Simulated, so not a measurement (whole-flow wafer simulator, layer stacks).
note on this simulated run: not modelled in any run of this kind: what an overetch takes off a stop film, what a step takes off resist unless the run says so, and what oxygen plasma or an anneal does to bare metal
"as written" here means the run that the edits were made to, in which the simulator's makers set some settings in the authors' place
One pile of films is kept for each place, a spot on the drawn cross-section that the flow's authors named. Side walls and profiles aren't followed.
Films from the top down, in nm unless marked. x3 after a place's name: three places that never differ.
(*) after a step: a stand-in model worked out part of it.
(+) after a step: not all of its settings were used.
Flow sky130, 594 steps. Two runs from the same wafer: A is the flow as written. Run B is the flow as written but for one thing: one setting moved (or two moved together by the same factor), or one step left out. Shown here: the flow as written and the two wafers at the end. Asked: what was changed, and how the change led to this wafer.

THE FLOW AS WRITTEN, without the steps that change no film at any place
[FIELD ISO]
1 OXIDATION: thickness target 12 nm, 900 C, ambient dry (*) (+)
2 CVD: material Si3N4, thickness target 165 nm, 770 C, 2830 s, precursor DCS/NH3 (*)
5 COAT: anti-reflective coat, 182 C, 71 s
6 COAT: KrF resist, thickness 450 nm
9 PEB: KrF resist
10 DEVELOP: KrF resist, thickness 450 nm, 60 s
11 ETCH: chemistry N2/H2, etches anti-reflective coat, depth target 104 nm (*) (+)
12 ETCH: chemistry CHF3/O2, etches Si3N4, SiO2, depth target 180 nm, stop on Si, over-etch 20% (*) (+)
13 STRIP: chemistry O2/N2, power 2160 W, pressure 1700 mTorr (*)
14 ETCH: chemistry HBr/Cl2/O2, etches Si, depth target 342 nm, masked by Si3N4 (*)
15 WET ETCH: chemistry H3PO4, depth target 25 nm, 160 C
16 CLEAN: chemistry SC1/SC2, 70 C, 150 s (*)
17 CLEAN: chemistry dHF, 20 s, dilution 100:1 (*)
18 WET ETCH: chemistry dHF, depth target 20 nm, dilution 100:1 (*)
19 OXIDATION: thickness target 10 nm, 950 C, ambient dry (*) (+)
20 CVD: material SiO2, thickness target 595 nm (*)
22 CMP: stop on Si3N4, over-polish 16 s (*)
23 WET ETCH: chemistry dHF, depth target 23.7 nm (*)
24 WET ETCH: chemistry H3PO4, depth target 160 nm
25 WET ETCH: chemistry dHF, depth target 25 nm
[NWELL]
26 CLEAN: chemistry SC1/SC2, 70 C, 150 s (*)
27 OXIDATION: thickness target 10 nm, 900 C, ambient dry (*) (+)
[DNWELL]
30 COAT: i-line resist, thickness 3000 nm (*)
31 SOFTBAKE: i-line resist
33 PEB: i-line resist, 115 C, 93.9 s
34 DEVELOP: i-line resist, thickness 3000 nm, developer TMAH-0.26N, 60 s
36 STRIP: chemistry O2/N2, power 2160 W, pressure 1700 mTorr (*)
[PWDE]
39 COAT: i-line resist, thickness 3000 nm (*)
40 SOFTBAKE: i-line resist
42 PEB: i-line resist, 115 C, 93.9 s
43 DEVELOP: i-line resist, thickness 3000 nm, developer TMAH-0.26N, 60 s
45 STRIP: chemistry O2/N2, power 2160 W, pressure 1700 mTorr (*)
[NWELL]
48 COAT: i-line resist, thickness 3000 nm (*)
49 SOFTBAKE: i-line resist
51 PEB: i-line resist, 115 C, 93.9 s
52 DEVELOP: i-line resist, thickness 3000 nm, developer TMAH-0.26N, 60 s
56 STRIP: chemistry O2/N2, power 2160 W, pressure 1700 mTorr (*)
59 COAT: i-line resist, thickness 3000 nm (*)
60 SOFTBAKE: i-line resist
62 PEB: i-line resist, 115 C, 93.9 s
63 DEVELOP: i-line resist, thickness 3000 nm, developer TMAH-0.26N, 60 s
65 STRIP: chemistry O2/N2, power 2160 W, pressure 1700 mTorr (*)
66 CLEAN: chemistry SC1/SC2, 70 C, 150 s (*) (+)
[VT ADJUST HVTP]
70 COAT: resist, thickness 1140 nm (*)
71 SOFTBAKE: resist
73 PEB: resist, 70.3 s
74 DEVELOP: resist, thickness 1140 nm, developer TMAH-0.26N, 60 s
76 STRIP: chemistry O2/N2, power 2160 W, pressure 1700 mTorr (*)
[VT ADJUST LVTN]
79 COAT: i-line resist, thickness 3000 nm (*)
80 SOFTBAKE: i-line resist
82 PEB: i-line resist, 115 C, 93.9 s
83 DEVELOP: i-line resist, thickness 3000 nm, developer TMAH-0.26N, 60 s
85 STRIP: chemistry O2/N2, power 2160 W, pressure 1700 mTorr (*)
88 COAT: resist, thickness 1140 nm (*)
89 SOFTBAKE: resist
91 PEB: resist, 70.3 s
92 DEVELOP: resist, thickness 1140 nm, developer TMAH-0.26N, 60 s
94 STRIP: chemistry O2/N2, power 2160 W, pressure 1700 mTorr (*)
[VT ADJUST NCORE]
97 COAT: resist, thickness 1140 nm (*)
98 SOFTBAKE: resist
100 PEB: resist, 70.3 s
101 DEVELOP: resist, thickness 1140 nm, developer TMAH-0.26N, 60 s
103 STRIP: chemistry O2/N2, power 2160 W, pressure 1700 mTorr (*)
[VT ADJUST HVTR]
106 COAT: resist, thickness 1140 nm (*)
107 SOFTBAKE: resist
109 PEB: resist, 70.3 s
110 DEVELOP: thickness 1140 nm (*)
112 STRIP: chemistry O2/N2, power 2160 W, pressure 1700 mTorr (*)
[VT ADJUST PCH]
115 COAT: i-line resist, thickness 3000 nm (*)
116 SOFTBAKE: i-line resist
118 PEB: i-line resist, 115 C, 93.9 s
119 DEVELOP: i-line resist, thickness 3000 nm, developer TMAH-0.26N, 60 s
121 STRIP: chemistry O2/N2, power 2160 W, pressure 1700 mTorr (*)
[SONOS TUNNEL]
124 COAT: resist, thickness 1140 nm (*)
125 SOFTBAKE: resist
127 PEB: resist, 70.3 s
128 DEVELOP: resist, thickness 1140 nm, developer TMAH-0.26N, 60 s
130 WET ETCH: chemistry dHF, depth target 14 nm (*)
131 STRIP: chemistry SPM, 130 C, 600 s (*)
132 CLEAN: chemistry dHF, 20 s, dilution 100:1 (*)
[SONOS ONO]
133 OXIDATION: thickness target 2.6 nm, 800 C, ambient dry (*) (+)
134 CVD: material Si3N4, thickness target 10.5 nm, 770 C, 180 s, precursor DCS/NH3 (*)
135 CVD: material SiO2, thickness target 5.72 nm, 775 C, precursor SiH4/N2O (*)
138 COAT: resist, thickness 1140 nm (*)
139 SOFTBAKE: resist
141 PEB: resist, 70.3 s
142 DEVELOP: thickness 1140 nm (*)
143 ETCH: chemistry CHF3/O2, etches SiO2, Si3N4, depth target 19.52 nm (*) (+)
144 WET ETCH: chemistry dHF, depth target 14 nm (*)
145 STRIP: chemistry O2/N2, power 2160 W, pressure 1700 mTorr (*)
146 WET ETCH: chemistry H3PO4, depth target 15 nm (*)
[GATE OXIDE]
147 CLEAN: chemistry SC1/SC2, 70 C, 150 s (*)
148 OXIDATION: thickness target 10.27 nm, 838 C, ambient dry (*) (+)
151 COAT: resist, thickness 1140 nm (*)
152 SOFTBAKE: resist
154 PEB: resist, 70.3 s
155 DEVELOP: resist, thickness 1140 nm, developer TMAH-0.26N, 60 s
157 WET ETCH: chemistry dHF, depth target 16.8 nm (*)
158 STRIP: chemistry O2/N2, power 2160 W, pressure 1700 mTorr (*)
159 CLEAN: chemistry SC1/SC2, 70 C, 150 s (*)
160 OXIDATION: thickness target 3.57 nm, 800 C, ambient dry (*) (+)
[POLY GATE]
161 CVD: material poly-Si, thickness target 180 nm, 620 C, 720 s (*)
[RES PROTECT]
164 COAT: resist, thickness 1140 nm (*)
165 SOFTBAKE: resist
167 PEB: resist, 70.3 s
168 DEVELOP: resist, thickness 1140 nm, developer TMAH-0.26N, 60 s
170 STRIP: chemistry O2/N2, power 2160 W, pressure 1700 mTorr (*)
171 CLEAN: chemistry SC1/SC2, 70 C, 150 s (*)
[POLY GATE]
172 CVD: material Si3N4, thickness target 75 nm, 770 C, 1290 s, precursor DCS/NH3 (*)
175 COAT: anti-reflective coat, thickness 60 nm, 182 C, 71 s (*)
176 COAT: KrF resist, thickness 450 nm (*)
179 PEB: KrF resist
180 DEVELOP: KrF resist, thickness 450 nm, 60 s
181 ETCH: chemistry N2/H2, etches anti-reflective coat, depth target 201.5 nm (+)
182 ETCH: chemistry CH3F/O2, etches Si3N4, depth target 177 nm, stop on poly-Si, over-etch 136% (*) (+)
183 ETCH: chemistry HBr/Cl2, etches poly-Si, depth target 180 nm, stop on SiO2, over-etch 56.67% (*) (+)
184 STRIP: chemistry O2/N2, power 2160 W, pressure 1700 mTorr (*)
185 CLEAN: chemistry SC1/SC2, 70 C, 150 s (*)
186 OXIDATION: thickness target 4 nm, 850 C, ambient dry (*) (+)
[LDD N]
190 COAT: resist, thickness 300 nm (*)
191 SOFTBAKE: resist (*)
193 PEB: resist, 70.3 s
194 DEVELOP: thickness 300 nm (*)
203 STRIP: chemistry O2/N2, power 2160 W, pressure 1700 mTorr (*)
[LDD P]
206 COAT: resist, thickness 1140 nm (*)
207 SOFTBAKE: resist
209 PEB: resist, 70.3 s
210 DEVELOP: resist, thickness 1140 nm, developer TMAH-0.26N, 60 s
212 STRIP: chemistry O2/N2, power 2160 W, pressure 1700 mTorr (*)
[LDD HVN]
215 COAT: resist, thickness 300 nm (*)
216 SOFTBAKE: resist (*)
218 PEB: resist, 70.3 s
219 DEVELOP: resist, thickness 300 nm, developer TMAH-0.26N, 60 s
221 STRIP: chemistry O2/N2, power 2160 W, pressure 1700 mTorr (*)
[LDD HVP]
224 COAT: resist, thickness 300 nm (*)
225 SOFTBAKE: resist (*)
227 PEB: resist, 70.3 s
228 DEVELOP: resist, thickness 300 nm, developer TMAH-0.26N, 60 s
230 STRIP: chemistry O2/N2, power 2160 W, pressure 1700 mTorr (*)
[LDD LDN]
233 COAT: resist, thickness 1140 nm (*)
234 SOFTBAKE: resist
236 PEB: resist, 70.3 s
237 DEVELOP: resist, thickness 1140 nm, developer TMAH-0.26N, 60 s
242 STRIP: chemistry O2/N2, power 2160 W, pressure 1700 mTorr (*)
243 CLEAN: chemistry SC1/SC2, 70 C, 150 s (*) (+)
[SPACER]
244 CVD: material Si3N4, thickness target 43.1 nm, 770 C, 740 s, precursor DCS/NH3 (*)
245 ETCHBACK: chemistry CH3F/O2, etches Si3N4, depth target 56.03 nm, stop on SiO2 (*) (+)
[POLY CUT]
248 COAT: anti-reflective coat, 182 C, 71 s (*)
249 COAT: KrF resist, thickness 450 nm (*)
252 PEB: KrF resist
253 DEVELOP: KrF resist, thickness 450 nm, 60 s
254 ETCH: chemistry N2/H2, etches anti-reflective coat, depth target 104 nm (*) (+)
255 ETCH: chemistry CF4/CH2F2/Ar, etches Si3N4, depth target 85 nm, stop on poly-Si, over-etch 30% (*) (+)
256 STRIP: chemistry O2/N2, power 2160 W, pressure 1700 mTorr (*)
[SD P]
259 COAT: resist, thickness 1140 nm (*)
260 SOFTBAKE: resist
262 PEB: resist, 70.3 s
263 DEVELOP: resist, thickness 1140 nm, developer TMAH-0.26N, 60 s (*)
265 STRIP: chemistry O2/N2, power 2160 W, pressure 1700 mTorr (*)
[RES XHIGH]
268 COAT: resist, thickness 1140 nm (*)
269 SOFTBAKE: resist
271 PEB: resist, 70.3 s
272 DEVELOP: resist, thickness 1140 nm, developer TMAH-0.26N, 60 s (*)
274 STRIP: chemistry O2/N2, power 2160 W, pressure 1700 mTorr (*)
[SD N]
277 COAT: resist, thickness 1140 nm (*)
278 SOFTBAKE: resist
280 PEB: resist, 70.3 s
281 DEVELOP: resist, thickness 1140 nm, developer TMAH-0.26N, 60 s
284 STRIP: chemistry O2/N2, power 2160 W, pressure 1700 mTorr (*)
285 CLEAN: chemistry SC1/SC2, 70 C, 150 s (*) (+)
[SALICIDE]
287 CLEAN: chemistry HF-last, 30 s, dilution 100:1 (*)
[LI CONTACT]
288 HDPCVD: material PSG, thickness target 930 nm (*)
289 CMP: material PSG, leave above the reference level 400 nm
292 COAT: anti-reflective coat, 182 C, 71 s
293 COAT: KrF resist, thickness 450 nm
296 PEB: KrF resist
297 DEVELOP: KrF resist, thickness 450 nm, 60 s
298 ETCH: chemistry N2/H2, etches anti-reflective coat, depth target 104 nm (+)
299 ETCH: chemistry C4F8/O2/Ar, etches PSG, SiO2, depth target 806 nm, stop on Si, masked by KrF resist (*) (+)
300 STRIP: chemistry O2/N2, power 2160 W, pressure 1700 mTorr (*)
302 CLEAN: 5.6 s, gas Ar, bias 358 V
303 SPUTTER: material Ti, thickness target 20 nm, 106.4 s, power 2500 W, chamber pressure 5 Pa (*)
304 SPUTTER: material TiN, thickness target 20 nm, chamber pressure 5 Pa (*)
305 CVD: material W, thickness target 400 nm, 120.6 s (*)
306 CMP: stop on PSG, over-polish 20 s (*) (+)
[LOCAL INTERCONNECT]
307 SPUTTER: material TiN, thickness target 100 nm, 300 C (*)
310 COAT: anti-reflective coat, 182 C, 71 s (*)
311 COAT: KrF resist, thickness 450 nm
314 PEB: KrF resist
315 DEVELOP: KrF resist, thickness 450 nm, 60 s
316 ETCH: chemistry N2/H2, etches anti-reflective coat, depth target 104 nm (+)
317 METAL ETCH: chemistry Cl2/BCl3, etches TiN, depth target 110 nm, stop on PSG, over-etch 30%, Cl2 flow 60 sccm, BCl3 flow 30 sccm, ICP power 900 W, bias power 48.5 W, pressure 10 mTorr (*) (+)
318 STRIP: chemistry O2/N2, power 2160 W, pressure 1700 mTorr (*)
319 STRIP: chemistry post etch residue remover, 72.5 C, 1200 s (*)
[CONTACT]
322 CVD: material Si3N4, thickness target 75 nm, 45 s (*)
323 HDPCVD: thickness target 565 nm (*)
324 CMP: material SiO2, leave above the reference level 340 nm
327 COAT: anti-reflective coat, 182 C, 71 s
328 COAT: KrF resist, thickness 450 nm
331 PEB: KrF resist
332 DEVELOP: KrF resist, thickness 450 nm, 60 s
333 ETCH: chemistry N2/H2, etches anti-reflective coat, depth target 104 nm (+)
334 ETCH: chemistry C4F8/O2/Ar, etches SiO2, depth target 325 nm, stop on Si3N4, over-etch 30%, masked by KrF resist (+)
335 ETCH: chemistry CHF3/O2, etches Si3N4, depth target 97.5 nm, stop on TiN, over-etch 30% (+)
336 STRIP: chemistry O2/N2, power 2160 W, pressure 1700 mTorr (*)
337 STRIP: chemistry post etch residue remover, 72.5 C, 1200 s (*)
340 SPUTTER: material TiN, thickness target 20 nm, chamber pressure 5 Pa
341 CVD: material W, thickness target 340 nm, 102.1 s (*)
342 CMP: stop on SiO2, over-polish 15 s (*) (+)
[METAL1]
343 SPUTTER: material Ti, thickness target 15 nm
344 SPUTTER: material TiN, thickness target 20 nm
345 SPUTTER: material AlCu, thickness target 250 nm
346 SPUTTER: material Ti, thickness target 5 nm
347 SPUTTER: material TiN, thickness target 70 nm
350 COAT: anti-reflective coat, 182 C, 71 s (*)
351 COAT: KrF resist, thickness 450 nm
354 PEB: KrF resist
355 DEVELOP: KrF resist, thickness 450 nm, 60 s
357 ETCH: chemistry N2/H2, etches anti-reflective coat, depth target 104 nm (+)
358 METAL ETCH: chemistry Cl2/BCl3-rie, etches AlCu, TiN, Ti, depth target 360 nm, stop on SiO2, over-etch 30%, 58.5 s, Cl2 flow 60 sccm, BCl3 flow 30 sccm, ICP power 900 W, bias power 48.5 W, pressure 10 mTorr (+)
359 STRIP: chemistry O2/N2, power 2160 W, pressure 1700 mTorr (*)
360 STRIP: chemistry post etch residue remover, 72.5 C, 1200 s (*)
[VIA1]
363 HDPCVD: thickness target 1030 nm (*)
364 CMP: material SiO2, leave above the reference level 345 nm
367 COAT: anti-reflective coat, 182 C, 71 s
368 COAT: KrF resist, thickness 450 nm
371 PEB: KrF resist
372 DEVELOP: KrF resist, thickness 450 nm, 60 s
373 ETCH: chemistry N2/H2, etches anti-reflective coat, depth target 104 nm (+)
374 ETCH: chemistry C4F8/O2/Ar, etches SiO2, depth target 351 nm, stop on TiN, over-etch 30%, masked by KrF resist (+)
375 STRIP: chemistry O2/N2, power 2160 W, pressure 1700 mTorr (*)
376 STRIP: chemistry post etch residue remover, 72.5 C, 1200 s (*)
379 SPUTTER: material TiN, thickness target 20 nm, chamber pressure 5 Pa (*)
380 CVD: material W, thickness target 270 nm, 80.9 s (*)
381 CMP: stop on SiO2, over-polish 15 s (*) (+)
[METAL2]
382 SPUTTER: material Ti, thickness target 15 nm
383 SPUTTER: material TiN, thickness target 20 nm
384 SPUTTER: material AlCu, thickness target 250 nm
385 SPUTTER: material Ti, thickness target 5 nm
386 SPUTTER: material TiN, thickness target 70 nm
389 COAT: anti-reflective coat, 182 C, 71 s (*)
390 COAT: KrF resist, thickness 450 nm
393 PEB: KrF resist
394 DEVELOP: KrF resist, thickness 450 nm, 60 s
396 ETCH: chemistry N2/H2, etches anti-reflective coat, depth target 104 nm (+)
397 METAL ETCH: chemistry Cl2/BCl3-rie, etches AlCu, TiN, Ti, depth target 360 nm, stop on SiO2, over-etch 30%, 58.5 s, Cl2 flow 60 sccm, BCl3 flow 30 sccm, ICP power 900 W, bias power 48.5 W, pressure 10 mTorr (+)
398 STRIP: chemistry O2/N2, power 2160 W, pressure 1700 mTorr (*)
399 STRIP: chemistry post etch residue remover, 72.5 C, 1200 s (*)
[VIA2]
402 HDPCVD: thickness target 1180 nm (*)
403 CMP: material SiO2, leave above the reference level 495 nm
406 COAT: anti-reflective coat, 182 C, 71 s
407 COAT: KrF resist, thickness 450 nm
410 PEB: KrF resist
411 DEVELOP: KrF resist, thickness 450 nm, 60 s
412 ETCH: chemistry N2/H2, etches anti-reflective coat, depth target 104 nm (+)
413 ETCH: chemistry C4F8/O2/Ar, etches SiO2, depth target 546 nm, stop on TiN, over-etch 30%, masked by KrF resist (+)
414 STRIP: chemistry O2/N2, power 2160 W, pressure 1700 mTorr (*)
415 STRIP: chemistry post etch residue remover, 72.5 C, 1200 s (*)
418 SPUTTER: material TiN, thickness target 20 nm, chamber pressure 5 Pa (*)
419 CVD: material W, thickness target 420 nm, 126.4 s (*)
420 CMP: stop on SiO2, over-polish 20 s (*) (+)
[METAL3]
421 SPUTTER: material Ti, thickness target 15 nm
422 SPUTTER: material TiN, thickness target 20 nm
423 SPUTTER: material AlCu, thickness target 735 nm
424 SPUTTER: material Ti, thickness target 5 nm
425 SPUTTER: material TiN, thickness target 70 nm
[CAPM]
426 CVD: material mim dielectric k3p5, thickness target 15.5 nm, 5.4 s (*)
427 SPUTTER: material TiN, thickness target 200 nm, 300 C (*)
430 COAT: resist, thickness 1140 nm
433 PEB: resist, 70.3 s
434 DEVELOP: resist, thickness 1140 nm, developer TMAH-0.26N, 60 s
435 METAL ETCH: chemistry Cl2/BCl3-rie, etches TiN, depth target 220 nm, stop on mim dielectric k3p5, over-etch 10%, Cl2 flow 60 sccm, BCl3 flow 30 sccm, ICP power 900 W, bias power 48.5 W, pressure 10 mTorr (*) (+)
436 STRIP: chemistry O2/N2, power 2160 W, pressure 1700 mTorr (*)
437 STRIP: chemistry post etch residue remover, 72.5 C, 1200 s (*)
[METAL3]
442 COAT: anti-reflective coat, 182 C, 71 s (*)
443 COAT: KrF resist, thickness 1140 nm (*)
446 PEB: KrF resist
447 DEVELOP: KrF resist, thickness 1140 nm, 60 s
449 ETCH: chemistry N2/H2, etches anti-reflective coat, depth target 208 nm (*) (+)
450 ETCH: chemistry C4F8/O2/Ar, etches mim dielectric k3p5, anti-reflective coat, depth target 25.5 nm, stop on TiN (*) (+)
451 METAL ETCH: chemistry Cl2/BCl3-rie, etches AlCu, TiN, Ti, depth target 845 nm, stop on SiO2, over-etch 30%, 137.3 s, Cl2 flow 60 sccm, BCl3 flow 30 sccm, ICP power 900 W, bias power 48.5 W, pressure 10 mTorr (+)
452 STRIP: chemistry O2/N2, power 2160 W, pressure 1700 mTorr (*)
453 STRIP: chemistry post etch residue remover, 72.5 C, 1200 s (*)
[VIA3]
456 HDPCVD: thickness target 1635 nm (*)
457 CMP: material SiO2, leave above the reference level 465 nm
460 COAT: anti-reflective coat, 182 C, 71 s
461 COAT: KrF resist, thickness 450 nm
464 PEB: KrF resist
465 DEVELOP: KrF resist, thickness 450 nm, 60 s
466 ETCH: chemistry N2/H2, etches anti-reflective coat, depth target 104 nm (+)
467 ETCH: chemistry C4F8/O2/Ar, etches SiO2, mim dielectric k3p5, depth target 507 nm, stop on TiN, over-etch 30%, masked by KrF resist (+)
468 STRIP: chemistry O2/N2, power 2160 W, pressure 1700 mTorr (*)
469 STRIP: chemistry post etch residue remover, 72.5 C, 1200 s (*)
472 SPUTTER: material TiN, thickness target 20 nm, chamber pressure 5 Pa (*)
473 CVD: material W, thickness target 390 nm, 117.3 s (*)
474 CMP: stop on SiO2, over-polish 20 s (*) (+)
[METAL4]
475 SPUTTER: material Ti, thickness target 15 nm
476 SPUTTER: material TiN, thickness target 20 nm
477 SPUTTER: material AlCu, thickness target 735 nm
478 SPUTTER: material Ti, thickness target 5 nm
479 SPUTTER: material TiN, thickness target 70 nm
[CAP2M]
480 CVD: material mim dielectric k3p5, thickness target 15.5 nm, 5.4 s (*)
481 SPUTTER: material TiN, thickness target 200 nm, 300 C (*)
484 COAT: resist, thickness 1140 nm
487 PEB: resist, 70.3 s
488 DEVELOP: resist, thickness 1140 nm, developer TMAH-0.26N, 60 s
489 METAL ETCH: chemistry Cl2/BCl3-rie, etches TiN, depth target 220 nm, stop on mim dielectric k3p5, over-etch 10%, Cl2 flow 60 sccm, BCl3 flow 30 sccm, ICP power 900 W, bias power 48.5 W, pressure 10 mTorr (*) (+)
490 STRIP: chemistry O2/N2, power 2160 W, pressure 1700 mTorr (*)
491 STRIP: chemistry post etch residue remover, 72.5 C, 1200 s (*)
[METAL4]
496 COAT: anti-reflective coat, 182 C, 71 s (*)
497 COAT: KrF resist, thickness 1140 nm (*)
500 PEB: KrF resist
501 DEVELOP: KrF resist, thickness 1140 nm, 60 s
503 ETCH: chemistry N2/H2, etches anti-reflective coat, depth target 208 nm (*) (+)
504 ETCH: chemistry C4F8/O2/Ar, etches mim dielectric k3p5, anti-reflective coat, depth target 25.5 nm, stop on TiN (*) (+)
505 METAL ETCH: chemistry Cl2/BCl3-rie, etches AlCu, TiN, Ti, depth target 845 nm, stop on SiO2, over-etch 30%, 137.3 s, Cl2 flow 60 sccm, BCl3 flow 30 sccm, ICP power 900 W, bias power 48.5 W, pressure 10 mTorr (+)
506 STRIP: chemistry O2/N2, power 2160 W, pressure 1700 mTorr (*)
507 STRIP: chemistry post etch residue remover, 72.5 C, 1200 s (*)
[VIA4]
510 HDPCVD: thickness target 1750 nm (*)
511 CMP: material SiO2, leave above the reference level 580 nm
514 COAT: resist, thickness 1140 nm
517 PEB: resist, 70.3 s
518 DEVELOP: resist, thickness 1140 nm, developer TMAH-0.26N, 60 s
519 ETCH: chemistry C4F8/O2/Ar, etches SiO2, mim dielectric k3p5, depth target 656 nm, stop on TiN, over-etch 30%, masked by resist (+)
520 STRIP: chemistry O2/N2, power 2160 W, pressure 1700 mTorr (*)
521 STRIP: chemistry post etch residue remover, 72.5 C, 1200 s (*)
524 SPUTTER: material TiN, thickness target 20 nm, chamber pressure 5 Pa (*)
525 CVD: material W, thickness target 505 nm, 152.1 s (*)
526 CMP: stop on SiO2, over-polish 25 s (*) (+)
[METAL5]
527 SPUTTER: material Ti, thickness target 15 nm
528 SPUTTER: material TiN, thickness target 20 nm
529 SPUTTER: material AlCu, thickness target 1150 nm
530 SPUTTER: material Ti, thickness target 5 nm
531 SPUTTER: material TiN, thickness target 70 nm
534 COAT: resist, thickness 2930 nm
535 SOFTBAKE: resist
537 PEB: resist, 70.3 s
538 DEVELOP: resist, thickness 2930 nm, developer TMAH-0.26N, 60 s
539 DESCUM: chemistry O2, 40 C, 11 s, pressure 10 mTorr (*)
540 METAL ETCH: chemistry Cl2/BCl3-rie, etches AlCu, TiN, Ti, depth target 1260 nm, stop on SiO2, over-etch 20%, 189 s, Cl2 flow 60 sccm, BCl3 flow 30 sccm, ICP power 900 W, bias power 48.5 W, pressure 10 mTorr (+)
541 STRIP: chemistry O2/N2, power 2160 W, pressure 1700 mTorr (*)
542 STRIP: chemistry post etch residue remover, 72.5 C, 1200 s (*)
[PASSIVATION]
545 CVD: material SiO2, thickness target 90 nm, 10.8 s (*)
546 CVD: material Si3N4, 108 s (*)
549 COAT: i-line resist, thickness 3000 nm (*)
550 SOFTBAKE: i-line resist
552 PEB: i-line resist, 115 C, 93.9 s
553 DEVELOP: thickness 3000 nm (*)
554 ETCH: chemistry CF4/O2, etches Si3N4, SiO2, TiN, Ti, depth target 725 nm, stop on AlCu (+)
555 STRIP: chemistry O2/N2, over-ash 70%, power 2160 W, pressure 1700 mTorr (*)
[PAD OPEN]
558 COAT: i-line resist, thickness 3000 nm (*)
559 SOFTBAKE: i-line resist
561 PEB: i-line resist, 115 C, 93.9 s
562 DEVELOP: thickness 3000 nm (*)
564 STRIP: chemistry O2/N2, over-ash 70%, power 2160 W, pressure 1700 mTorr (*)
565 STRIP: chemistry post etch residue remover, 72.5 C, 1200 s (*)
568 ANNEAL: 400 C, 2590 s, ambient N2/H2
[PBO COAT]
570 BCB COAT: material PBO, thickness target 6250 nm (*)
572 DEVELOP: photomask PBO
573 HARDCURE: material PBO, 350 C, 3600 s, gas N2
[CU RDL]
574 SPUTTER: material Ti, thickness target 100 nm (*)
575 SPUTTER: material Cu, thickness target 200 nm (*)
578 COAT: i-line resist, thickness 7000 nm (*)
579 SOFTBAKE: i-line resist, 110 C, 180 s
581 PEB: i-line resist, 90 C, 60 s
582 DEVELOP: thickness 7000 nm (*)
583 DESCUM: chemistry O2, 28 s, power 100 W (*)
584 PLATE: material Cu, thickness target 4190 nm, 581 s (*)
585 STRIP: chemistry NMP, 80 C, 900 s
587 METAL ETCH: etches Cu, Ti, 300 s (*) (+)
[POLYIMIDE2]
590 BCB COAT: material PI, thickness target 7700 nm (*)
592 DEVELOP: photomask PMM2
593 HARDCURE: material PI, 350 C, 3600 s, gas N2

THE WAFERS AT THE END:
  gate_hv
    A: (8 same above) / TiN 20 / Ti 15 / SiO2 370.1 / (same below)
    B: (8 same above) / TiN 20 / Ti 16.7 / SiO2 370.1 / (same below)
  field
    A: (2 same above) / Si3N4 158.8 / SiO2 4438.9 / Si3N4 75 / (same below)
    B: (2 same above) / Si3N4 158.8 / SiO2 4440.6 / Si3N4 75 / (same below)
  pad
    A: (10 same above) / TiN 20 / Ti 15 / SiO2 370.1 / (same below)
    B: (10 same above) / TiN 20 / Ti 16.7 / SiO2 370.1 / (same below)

The cause: step 475, SPUTTER: thickness target 16.7 nm was run, where the flow has thickness target 15 nm.
It can be read off the wafer: gate_hv has Ti 16.7, and step 475 as written asks for 15 nm.

How the change led to this, step by step:
  475 SPUTTER: material Ti, thickness target 15 nm
      field, active, n_well and 189 more: A Ti +15 (new film) | B Ti +16.7 (new film)
  505 METAL ETCH: chemistry Cl2/BCl3-rie, etches AlCu, TiN, Ti, depth target 845 nm, stop on SiO2, over-etch 30%, 137.3 s, Cl2 flow 60 sccm, BCl3 flow 30 sccm, ICP power 900 W, bias power 48.5 W, pressure 10 mTorr (+)
      field, gate, spacer and 68 more: A TiN -70 (all of it), Ti -5 (all of it), AlCu -735 (all of it), TiN -20 (all of it), Ti -15 (all of it), SiO2 -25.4 | B TiN -70 (all of it), Ti -5 (all of it), AlCu -735 (all of it), TiN -20 (all of it), Ti -16.7 (all of it), SiO2 -25.2
      active, vpp_iso1, mim_edge_plate and 14 more: A TiN -70 (all of it), Ti -5 (all of it), AlCu -735 (all of it), TiN -20 (all of it), Ti -15 (all of it), SiO2 -25.3 | B TiN -70 (all of it), Ti -5 (all of it), AlCu -735 (all of it), TiN -20 (all of it), Ti -16.7 (all of it), SiO2 -25.2
